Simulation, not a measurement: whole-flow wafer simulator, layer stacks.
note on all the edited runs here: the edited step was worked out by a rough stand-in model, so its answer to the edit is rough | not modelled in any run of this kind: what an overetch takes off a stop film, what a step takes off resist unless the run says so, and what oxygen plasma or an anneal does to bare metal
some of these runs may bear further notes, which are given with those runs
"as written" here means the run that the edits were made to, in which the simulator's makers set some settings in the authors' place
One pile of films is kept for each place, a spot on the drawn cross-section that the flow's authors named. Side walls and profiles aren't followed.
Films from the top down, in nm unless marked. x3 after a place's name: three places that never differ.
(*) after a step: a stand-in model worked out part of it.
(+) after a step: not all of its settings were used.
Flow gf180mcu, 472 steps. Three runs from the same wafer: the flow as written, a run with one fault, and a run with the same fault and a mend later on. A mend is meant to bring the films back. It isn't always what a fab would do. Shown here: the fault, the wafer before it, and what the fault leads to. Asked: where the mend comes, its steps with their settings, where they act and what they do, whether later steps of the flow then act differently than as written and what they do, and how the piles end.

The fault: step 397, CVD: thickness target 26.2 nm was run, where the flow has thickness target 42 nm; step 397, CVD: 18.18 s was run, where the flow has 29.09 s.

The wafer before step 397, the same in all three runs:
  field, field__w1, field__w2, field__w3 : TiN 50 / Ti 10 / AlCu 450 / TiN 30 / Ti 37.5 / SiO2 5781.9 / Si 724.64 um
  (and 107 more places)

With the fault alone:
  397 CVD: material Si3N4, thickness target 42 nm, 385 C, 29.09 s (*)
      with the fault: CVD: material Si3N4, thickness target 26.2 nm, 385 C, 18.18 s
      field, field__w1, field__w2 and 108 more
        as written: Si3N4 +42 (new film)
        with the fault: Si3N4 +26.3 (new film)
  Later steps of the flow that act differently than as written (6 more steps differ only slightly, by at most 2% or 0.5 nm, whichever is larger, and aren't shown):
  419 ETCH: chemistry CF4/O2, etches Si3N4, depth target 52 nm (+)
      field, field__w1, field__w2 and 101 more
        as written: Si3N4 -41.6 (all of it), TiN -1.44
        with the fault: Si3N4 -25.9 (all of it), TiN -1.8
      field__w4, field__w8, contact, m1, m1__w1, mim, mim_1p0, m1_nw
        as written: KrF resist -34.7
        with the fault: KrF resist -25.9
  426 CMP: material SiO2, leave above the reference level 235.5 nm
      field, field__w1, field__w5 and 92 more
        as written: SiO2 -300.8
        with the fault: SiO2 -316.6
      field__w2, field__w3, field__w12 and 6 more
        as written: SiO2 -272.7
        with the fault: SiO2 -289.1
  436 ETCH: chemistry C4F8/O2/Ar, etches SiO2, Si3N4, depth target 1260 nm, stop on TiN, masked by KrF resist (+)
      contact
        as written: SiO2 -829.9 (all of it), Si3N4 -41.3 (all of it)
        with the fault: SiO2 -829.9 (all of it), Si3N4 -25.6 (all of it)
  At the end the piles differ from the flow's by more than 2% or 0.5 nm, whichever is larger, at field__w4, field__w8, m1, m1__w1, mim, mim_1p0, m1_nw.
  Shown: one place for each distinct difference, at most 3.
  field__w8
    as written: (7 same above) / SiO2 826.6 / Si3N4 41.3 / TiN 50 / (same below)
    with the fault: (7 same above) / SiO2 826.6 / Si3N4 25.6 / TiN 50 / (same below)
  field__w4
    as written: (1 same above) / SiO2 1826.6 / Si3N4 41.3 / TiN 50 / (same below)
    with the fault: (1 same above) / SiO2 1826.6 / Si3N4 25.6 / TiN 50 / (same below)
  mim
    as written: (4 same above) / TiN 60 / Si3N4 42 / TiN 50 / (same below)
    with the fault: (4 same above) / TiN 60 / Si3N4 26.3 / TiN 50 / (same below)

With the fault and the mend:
  The mend comes after step 397.
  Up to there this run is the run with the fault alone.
  397a CVD: material Si3N4, thickness target 15.8 nm, 385 C, 10.94 s (the flow's step 397 once more, with other settings)
      field, field__w1, field__w2 and 108 more
        Si3N4 +15.8
  No later step of the flow acts differently than as written, at any place that is followed, by more than 2% or 0.5 nm, whichever is larger.
  At the end the piles differ from the flow's only slightly at the places that both follow, by at most 2% or 0.5 nm, whichever is larger.
